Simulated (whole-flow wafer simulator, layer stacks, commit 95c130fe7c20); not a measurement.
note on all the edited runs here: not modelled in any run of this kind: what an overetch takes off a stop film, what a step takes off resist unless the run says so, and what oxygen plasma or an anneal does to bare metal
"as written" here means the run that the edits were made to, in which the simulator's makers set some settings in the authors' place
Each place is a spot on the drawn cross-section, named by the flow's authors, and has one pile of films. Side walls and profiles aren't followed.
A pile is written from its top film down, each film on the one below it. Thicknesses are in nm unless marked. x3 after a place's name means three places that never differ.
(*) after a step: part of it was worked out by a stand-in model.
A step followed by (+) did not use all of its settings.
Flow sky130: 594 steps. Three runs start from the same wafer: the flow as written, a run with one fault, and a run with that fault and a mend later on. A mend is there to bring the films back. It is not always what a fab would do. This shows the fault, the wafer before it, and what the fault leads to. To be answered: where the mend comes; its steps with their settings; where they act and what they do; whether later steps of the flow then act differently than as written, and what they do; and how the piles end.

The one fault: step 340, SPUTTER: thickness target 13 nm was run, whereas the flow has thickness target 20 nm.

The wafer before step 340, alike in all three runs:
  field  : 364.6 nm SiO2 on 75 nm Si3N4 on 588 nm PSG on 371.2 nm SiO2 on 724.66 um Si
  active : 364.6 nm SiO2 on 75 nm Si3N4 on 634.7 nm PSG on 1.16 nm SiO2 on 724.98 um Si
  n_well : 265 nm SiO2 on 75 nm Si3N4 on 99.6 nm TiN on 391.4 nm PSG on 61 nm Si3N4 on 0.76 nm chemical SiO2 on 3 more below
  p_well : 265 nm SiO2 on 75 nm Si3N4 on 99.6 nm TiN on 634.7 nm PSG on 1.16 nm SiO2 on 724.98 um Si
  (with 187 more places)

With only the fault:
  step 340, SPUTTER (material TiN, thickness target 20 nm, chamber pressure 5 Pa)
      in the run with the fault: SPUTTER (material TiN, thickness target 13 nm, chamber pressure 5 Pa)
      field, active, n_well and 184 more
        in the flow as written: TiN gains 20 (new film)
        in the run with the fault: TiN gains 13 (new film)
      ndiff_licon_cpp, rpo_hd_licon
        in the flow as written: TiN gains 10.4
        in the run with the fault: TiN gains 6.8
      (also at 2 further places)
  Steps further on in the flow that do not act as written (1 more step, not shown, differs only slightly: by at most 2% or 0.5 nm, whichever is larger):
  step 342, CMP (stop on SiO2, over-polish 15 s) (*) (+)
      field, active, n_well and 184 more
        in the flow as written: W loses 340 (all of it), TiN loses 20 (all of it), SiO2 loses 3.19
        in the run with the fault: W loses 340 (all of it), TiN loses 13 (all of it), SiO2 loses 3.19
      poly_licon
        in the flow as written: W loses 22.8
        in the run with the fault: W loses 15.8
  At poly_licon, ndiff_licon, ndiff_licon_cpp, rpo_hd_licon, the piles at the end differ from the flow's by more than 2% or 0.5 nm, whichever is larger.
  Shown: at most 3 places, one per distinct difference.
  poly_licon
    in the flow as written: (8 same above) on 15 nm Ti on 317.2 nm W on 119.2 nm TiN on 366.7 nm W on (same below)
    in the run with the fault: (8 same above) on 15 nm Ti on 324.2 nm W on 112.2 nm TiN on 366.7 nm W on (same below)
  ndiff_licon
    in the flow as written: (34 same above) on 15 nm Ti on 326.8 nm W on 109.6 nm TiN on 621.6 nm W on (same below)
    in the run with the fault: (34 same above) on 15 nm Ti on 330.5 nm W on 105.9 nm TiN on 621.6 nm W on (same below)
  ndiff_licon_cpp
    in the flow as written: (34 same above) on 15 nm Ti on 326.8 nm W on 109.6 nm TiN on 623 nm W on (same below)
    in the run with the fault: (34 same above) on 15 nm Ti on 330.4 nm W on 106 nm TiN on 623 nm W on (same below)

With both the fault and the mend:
  After step 340 comes the mend.
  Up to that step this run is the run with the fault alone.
  step 340a, SPUTTER (material TiN, thickness target 7 nm, chamber pressure 5 Pa) (the flow's step 340 again, with other settings)
      field, active, n_well and 185 more
        TiN gains 7
      ndiff_licon, ndiff_licon_cpp, rpo_hd_licon
        TiN gains 3.59
  Later steps of the flow that are run all act as written at every place that is followed, up to a difference of at most 2% or 0.5 nm, whichever is larger.
  At the end the piles are close to the flow's at the places that both follow, differing by at most 2% or 0.5 nm, whichever is larger.
